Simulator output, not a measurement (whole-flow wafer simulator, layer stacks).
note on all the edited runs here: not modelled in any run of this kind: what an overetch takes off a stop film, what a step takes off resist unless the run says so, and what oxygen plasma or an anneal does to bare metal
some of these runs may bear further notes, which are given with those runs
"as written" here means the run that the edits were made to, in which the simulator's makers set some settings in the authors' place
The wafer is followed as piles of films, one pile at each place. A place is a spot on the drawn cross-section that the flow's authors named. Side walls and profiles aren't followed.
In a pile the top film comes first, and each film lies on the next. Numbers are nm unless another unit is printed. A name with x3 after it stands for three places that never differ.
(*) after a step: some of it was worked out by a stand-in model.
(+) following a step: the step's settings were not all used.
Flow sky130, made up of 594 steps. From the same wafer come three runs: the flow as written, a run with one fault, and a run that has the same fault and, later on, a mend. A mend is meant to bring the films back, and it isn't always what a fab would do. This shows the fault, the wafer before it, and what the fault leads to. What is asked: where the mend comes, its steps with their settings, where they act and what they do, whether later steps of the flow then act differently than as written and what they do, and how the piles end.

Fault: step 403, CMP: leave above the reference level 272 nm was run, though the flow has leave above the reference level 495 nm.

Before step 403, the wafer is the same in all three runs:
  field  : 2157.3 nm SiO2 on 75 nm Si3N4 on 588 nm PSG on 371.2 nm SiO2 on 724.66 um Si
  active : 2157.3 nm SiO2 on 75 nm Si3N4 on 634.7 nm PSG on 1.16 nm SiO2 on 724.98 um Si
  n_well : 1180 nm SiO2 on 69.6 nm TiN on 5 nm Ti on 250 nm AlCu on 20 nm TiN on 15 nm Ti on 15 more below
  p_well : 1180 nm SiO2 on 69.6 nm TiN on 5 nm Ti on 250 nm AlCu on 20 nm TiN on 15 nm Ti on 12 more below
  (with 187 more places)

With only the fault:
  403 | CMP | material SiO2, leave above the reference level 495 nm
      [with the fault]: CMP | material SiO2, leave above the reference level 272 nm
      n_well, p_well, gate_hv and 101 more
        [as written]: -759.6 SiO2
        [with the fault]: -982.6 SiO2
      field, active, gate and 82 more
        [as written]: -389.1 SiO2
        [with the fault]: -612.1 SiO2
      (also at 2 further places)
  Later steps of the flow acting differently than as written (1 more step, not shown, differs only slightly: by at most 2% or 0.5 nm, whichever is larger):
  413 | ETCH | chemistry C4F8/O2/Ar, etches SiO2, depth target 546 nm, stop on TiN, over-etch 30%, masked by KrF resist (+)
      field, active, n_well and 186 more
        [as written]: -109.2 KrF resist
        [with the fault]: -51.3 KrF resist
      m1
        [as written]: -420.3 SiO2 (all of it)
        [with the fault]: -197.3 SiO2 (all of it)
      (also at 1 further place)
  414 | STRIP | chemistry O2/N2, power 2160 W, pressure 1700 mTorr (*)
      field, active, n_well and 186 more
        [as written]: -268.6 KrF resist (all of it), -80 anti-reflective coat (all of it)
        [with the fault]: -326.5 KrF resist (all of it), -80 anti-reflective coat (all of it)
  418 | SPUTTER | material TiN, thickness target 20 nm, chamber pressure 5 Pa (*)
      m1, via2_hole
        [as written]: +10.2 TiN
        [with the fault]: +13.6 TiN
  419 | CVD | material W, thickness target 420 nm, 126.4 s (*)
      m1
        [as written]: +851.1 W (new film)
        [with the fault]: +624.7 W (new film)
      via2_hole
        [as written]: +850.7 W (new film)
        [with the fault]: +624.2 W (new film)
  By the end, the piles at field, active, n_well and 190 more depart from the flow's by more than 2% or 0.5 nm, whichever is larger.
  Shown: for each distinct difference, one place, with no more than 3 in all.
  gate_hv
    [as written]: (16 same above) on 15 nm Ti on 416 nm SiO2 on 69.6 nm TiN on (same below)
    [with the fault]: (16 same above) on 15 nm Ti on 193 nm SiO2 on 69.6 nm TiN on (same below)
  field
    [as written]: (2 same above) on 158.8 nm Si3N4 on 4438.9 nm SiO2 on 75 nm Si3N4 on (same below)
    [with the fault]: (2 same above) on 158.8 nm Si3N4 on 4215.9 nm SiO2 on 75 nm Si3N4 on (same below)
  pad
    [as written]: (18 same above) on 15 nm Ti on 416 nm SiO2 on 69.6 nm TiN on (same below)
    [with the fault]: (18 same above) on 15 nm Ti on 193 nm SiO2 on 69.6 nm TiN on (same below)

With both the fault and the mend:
  The mend stands after step 403.
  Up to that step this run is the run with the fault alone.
  403a | HDPCVD | thickness target 223 nm (*) (the flow's step 402 again, with other settings)
      field, active, n_well and 188 more
        +223 SiO2
  Later steps of the flow that are run all act as written at every place that is followed, up to a difference of at most 2% or 0.5 nm, whichever is larger.
  At every place that both follow, the piles at the end match the flow's.
